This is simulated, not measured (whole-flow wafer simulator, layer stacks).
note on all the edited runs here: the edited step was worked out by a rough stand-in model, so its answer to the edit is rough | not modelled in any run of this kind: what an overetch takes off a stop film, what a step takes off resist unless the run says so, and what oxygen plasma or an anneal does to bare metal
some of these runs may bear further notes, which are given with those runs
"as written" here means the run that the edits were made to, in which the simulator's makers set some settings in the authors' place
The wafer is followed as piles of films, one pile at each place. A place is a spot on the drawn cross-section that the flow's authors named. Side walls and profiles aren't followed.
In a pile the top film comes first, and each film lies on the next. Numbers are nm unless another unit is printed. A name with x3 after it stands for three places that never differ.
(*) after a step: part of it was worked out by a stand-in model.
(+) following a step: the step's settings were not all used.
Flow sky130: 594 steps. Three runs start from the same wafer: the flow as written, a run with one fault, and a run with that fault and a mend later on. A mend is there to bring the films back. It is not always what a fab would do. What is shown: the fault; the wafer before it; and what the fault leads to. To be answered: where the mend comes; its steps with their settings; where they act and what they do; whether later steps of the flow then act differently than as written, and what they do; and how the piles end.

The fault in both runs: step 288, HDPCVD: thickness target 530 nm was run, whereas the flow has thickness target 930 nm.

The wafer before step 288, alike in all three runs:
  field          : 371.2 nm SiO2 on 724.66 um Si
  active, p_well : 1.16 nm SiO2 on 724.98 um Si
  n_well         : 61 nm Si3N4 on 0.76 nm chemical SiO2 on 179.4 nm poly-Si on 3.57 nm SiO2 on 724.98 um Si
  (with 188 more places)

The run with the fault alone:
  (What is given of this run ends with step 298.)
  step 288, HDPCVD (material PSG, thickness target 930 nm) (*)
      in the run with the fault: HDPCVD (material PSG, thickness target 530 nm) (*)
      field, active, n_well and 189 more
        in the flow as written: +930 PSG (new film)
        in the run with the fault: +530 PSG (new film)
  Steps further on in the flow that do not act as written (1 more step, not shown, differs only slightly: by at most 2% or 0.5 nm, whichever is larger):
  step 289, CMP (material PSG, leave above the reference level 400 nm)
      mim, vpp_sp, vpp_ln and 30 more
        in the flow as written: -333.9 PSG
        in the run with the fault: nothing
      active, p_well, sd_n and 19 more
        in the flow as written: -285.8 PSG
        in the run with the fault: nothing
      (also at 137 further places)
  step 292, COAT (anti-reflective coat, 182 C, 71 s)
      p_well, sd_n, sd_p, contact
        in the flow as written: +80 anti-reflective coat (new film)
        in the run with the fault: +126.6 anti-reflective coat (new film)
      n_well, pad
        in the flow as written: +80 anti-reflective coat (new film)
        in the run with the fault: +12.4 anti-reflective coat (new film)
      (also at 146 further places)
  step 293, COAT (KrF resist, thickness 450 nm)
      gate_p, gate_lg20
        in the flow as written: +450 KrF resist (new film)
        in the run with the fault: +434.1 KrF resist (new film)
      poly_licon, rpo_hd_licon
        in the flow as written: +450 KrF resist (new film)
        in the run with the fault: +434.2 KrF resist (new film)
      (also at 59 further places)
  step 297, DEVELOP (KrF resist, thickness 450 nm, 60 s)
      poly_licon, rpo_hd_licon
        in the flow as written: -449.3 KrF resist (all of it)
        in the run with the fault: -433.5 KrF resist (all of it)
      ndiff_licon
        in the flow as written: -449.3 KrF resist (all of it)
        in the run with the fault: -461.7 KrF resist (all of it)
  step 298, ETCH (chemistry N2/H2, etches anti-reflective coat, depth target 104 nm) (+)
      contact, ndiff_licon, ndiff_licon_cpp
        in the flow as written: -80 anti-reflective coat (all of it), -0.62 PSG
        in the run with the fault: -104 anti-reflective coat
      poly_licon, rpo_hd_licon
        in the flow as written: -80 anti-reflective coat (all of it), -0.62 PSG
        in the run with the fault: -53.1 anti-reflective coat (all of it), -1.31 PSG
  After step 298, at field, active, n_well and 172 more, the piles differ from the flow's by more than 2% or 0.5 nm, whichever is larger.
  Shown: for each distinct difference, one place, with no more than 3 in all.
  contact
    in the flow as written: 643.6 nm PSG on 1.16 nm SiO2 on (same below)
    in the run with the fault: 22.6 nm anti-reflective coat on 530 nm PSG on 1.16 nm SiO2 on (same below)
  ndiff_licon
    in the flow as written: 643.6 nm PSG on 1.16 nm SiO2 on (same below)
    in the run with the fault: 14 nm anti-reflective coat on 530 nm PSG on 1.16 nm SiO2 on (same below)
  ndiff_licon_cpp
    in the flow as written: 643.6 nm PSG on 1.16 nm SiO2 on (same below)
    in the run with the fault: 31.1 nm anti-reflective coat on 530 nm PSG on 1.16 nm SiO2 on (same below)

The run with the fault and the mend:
  The mend follows step 288.
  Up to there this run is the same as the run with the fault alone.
  step 288a, HDPCVD (material PSG, thickness target 400 nm) (*) (the flow's step 288, run once more with other settings)
      field, active, n_well and 189 more
        +400 PSG
  Later steps of the flow that are run all act as written at every place that is followed, up to a difference of at most 2% or 0.5 nm, whichever is larger.
  When the end is reached, the piles differ only a little from the flow's at the places that both follow, at most by 2% or 0.5 nm, whichever is larger.
